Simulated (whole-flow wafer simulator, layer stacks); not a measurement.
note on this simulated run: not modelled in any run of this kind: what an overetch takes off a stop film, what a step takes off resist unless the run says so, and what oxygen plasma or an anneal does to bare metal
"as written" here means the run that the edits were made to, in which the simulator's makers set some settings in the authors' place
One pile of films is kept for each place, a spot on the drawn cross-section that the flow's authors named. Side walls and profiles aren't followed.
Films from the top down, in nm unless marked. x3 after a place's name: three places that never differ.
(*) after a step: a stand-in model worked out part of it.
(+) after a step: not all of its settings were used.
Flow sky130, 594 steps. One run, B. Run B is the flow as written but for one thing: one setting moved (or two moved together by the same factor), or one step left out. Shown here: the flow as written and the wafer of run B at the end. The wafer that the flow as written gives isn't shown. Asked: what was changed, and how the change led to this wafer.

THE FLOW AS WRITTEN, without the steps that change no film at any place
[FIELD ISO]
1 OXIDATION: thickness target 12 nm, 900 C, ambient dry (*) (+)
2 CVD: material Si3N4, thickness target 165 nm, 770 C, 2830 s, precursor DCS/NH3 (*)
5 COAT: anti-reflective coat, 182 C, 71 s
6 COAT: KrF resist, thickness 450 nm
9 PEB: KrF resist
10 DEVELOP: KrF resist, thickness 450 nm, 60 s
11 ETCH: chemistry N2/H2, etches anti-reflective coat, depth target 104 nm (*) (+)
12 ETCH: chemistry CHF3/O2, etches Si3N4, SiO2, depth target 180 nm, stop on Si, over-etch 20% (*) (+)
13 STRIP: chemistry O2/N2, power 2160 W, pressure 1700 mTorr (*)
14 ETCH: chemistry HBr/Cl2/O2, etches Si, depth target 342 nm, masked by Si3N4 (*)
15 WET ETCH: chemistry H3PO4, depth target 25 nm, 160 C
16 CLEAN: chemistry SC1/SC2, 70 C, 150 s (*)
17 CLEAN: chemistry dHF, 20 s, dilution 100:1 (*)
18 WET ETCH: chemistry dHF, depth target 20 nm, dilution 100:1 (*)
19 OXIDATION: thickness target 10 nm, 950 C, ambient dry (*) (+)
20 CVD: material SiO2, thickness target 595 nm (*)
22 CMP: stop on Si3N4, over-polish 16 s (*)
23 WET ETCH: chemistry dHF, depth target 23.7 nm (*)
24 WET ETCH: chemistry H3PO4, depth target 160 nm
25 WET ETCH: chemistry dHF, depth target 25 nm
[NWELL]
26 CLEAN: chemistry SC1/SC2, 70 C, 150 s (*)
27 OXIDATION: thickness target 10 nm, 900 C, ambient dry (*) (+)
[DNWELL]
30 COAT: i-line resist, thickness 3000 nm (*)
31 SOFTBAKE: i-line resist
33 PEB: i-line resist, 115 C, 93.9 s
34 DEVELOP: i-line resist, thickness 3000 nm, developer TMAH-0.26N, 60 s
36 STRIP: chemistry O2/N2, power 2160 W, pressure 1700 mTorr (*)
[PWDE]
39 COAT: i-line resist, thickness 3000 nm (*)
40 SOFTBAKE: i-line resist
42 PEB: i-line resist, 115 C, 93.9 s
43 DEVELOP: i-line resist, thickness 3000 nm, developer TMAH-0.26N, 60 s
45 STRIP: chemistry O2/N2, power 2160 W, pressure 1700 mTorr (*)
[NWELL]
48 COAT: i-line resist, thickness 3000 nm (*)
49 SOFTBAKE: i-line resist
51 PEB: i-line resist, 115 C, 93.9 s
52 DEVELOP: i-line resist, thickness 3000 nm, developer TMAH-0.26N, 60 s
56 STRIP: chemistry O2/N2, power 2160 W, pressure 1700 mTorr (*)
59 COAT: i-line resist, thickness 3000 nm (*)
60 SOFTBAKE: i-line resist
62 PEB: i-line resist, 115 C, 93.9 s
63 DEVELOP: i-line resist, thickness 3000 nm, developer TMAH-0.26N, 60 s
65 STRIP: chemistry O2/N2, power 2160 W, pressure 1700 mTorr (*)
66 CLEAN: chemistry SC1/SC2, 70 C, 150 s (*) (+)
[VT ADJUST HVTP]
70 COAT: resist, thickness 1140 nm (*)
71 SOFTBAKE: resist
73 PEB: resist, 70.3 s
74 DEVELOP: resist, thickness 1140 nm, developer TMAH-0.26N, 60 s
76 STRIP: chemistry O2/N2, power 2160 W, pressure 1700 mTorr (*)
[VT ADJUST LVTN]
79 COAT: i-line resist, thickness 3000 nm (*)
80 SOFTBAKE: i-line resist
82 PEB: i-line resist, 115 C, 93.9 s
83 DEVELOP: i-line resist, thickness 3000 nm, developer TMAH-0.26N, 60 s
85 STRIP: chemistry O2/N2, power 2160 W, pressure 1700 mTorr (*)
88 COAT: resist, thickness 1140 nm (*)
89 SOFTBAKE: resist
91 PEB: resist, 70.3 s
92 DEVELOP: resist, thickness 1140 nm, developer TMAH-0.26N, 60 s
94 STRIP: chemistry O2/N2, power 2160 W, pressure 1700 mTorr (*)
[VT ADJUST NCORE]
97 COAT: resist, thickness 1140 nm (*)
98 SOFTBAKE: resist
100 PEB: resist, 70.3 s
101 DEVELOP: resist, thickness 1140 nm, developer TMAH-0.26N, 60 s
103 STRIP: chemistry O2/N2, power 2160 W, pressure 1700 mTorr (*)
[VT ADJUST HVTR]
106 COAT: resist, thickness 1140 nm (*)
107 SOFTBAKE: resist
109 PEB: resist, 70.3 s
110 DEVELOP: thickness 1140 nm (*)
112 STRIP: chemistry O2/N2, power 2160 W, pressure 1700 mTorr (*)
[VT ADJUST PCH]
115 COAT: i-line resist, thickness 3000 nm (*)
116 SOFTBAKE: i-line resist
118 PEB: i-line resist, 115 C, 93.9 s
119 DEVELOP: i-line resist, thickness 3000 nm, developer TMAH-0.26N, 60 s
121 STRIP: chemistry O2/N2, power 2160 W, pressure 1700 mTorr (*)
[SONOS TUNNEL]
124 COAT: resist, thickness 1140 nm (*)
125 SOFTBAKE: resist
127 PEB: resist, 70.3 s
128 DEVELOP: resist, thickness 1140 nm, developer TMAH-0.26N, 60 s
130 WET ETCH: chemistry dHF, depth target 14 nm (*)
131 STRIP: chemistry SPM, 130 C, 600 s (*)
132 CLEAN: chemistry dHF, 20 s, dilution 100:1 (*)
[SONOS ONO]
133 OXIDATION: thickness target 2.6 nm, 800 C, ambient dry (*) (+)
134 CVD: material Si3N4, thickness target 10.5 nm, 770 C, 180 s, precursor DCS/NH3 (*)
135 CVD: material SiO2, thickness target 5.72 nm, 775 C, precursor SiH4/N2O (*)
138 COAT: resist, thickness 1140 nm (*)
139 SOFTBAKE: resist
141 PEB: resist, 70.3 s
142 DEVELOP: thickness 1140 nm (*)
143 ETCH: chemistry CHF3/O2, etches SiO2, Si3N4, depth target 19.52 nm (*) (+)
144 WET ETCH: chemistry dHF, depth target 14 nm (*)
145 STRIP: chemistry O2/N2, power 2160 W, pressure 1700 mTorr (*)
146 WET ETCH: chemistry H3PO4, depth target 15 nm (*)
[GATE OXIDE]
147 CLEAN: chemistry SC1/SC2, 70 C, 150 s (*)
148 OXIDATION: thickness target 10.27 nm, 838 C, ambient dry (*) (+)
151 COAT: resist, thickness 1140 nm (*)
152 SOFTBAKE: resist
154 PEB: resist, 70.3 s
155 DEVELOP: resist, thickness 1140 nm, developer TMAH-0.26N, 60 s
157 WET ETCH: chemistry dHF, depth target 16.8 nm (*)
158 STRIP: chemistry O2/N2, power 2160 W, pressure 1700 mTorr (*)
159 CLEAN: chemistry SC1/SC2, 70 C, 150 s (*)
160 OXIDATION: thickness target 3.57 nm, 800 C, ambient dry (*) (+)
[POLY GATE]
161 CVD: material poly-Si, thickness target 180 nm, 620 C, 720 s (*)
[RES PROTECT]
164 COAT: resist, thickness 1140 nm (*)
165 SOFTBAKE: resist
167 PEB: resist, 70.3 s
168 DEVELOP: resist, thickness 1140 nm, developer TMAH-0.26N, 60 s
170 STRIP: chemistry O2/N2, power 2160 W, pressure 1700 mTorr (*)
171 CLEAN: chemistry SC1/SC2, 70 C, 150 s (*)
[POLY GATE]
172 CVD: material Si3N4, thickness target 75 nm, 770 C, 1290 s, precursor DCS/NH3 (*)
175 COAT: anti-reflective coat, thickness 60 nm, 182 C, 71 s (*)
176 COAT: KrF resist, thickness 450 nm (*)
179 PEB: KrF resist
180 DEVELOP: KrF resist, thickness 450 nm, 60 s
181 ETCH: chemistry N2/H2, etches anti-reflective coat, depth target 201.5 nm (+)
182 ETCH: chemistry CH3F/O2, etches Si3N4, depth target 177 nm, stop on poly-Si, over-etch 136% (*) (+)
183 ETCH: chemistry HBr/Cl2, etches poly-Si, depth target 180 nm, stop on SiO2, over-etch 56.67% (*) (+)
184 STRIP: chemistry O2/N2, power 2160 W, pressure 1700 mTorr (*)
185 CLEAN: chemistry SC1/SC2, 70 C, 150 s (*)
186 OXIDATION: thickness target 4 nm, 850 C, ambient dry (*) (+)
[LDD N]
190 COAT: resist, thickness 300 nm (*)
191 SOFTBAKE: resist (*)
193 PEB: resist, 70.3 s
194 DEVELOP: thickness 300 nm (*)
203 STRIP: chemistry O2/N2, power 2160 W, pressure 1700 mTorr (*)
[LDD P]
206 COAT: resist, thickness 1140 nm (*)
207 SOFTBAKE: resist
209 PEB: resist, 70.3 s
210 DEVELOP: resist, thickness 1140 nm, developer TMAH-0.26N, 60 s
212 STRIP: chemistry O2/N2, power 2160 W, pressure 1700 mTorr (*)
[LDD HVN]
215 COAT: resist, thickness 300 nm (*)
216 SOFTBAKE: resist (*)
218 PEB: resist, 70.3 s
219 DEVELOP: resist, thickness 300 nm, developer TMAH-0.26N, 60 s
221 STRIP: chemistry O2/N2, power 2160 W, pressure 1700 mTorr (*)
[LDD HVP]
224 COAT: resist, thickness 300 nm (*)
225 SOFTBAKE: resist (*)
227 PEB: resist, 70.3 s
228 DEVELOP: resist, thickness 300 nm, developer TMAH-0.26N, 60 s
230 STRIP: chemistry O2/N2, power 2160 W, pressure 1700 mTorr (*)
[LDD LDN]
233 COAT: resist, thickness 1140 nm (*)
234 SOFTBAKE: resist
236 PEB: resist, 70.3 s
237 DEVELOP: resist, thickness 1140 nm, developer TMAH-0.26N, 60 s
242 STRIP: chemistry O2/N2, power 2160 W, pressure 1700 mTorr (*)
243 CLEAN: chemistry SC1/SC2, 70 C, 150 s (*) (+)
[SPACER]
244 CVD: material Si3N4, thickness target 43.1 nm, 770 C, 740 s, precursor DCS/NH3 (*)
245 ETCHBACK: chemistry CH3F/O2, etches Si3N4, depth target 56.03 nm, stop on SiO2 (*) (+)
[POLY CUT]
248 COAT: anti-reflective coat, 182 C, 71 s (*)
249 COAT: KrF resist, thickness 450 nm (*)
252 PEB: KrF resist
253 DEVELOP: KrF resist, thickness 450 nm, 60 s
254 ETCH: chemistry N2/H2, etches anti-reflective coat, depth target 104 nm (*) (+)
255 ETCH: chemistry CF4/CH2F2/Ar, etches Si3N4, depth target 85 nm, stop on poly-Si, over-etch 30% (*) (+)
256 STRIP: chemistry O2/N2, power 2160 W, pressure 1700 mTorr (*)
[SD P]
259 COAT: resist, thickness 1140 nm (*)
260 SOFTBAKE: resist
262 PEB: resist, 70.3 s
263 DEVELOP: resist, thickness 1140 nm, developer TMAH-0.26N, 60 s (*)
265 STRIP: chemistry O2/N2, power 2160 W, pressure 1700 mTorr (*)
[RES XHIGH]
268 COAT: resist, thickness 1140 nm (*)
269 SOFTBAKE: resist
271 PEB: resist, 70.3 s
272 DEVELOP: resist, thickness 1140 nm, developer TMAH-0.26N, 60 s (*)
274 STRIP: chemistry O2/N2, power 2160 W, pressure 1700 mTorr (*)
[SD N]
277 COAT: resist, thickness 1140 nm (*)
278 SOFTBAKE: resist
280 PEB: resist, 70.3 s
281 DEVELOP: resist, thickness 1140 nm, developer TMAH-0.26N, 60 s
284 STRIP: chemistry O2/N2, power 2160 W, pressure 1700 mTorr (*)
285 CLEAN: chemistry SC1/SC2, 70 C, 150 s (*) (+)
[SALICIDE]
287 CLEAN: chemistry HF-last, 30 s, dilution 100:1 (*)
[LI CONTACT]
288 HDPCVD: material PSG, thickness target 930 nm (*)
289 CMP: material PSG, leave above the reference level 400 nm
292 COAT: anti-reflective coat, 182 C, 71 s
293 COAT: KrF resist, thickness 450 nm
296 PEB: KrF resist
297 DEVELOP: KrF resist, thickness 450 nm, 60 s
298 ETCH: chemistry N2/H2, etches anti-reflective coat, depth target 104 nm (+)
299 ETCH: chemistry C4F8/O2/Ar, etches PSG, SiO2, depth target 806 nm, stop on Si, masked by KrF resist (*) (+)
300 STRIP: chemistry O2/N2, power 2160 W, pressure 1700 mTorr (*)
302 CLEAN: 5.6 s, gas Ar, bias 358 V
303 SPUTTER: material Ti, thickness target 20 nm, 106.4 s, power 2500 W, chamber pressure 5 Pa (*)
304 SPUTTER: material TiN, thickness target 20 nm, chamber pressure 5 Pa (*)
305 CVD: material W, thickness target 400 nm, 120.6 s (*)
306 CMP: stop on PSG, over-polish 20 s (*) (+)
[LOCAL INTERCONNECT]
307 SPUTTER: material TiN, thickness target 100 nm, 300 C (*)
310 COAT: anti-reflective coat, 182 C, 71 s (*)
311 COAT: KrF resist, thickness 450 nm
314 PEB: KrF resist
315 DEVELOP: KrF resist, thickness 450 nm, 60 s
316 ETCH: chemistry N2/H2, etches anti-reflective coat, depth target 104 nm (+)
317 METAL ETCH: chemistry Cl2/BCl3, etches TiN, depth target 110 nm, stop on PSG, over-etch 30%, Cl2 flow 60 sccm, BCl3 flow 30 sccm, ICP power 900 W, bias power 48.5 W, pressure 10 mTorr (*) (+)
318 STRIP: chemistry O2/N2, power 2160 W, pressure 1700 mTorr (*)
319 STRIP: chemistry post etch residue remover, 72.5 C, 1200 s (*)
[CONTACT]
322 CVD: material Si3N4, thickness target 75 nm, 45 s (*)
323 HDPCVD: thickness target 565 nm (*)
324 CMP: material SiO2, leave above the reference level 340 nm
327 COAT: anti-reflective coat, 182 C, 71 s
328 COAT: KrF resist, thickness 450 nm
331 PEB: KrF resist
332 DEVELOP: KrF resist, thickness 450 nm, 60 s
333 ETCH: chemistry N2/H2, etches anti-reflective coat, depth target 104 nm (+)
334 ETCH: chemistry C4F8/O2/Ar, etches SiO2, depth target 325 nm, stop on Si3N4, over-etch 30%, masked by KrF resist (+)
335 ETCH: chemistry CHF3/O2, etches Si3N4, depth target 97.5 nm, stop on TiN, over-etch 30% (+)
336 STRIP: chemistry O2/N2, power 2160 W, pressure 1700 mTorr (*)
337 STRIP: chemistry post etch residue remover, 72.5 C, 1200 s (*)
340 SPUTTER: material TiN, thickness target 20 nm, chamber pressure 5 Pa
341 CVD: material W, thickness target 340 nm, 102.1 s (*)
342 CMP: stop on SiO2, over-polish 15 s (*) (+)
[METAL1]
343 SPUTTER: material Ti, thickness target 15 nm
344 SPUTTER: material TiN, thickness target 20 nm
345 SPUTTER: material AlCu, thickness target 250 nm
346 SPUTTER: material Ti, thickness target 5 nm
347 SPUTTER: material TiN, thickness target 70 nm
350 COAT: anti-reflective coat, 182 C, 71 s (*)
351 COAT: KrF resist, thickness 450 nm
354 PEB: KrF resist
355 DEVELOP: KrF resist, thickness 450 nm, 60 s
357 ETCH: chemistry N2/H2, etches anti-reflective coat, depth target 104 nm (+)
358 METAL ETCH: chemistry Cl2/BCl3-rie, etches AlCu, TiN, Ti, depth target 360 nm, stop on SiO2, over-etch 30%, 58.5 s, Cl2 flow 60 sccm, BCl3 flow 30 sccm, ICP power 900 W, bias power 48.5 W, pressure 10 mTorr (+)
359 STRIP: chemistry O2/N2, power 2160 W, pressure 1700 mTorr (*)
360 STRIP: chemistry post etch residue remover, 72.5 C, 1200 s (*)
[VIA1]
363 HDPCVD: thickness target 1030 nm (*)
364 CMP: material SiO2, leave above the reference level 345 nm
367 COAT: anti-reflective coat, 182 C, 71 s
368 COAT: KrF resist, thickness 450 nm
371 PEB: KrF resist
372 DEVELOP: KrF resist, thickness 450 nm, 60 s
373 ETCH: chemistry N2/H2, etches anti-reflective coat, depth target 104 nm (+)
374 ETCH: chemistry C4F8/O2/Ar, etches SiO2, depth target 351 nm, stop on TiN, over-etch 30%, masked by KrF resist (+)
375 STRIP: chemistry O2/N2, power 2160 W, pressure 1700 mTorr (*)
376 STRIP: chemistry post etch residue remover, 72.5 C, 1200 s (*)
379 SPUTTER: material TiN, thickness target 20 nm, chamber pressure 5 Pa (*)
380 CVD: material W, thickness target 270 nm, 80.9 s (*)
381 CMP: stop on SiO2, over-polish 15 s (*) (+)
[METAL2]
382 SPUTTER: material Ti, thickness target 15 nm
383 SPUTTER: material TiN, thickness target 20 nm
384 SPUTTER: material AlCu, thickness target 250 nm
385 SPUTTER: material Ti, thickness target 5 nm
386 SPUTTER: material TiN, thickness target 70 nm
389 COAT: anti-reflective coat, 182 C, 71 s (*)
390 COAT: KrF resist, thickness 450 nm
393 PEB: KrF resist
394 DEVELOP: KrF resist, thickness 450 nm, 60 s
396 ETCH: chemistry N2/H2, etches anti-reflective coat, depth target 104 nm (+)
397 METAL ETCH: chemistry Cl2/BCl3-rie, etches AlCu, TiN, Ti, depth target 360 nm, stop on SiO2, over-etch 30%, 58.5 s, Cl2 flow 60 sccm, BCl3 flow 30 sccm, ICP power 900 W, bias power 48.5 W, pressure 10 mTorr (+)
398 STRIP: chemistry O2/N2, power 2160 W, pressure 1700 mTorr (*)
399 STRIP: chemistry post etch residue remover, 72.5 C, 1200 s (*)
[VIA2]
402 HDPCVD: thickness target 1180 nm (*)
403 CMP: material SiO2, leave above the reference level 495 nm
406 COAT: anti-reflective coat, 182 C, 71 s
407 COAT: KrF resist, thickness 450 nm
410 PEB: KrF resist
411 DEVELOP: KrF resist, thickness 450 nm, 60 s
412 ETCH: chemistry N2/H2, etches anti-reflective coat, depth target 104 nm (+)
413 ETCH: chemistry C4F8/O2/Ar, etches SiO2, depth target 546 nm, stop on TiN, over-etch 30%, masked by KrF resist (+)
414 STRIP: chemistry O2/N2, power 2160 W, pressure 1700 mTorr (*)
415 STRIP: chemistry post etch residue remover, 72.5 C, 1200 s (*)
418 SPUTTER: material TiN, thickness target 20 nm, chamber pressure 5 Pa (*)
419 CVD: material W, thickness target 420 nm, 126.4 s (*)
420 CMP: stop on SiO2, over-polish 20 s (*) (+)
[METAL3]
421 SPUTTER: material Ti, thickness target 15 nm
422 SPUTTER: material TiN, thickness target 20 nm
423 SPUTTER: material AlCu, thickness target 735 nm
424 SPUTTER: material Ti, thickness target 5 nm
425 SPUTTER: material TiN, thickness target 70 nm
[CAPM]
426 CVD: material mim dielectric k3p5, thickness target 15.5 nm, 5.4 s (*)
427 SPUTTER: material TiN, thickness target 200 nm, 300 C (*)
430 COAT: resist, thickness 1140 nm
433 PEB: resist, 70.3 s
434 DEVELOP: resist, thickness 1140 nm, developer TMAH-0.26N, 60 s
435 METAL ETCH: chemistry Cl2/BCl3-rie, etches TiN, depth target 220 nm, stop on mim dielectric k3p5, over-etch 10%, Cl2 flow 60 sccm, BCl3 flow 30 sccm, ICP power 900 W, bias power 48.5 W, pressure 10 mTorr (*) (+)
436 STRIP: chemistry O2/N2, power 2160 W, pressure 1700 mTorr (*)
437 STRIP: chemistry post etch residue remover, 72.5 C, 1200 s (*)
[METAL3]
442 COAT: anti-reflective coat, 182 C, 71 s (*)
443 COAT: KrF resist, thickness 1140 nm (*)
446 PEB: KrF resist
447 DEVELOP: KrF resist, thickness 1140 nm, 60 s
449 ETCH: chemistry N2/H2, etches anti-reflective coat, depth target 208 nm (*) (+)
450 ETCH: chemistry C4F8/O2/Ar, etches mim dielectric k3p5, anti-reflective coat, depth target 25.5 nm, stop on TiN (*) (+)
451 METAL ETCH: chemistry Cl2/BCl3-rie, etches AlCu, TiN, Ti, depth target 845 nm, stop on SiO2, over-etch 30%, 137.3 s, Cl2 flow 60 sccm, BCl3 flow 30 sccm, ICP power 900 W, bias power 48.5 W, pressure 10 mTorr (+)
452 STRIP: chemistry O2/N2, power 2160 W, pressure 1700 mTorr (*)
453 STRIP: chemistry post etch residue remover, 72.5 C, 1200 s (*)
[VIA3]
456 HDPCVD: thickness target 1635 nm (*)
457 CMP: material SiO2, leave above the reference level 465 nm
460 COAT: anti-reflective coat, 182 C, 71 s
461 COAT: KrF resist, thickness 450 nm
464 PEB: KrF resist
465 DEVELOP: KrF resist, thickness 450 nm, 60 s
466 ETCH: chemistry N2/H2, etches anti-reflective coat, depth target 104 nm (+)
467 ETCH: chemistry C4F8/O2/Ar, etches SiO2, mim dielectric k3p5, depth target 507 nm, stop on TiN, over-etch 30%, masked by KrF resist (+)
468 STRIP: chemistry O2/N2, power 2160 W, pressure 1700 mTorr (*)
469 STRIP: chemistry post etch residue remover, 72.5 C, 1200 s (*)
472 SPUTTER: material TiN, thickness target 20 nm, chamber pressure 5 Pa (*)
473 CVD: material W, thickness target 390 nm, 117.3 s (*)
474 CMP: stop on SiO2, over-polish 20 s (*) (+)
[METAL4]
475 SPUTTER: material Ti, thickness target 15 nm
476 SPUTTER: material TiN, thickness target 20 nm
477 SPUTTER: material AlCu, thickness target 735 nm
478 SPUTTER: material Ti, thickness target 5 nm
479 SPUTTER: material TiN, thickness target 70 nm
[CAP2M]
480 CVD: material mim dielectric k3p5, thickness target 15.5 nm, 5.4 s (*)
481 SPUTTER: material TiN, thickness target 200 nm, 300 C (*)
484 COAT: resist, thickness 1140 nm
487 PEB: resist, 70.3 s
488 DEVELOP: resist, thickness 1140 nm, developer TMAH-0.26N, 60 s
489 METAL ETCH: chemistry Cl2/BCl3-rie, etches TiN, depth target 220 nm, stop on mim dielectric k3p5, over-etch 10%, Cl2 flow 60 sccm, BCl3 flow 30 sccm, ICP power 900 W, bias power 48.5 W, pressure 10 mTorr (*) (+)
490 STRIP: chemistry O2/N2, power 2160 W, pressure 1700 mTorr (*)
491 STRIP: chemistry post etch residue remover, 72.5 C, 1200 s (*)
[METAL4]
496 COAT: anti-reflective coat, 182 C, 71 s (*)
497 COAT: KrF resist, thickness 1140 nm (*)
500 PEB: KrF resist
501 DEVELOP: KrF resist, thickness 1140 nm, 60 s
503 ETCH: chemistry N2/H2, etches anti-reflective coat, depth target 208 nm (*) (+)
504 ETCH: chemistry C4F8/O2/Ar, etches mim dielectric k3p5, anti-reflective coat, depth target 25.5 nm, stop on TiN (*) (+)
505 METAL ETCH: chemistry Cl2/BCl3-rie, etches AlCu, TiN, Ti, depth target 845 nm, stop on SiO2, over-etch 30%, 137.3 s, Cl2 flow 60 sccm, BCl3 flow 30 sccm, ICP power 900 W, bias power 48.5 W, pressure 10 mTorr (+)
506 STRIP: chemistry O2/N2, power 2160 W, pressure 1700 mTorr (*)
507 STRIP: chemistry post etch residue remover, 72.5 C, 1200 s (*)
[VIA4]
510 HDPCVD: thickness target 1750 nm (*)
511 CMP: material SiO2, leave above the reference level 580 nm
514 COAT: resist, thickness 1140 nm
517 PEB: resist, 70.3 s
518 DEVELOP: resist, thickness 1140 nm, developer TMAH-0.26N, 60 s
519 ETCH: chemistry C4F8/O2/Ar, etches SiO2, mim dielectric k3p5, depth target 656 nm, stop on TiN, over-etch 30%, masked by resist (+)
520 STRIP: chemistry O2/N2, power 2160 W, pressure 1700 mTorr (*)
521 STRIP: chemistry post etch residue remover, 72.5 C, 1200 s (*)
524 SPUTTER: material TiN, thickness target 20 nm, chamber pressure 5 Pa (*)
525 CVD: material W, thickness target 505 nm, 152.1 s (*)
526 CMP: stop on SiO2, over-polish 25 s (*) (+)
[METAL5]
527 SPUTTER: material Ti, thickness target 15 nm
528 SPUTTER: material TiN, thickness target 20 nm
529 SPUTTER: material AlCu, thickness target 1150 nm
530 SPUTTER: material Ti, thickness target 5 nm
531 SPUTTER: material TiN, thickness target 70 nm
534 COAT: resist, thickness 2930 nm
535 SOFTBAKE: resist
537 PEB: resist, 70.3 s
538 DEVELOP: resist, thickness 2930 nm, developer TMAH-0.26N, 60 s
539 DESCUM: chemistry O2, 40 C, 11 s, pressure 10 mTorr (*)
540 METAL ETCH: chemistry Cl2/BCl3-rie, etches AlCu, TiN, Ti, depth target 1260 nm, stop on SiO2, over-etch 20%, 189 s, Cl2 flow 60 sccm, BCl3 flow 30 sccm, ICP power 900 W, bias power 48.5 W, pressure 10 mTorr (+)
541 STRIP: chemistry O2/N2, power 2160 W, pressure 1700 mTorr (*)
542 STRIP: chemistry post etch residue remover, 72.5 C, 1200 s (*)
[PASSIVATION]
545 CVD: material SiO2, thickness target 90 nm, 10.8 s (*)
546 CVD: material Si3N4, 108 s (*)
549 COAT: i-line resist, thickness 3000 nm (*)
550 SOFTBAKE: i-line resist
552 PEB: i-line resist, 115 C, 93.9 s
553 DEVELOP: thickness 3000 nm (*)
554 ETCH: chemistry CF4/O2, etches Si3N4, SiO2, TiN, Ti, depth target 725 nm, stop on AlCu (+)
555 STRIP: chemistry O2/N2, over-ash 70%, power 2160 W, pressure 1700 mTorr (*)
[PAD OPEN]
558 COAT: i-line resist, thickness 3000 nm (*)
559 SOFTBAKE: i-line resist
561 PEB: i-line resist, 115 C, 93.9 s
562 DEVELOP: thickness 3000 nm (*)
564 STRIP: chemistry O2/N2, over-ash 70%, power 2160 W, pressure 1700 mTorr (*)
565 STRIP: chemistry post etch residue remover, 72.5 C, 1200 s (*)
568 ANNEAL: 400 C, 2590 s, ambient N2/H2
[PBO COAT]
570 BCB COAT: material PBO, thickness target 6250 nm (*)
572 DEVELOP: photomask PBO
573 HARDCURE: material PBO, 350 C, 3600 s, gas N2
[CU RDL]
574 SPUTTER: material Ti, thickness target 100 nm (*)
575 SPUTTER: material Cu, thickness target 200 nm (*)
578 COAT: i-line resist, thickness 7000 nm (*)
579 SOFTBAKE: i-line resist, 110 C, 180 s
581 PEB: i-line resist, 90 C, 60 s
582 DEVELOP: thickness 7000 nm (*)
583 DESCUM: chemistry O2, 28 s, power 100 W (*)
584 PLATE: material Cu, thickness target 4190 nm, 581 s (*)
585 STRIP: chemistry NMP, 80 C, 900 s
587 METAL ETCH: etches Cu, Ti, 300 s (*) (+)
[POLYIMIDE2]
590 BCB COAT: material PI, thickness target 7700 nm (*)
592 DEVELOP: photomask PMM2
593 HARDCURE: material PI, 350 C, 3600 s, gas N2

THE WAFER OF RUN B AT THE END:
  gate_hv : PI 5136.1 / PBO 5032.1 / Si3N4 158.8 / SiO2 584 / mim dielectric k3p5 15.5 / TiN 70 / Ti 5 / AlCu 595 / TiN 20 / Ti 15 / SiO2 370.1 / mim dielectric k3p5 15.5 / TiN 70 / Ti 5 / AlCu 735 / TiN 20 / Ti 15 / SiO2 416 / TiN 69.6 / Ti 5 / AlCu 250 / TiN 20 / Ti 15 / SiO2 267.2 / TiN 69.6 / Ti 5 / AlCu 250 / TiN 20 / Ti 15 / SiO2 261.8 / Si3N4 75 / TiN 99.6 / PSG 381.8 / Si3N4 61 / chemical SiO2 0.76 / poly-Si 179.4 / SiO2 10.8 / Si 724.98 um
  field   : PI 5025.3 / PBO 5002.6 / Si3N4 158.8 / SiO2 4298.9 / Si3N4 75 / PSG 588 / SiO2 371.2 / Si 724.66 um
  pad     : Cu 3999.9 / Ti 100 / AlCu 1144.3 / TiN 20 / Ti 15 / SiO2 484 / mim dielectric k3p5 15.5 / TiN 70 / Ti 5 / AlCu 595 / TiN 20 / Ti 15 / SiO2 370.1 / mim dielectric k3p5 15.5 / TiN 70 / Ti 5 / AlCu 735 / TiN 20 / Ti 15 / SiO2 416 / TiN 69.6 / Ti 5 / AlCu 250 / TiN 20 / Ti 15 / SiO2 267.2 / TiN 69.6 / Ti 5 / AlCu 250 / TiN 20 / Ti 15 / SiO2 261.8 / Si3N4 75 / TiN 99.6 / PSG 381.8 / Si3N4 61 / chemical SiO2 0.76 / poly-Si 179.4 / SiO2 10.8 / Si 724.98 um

The cause: step 477, SPUTTER: thickness target 595 nm was run, where the flow has thickness target 735 nm.
It can be read off the wafer: gate_hv has AlCu 595, and step 477 as written asks for 735 nm.

How the change led to this, step by step:
  477 SPUTTER: material AlCu, thickness target 735 nm
      field, active, n_well and 189 more: AlCu +595 (new film) (as written it would be: AlCu +735 (new film))
  505 METAL ETCH: chemistry Cl2/BCl3-rie, etches AlCu, TiN, Ti, depth target 845 nm, stop on SiO2, over-etch 30%, 137.3 s, Cl2 flow 60 sccm, BCl3 flow 30 sccm, ICP power 900 W, bias power 48.5 W, pressure 10 mTorr (+)
      field, gate, spacer and 68 more: TiN -70 (all of it), Ti -5 (all of it), AlCu -595 (all of it), TiN -20 (all of it), Ti -15 (all of it), SiO2 -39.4 (as written it would be: TiN -70 (all of it), Ti -5 (all of it), AlCu -735 (all of it), TiN -20 (all of it), Ti -15 (all of it), SiO2 -25.4)
      active, vpp_iso1, mim_edge_plate and 14 more: TiN -70 (all of it), Ti -5 (all of it), AlCu -595 (all of it), TiN -20 (all of it), Ti -15 (all of it), SiO2 -39.3 (as written it would be: TiN -70 (all of it), Ti -5 (all of it), AlCu -735 (all of it), TiN -20 (all of it), Ti -15 (all of it), SiO2 -25.3)
  511 CMP: material SiO2, leave above the reference level 580 nm
      field, active, gate and 77 more: SiO2 -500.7 (as written it would be: SiO2 -374.7)
      iso_guard__w1, mim_edge_gap, vpp_l1ln, vpp_m3ln, rpm_encl, via2_enc, rpm_encl_psd, iso_guard_nsd_tip: SiO2 -500.6 (as written it would be: SiO2 -374.6)
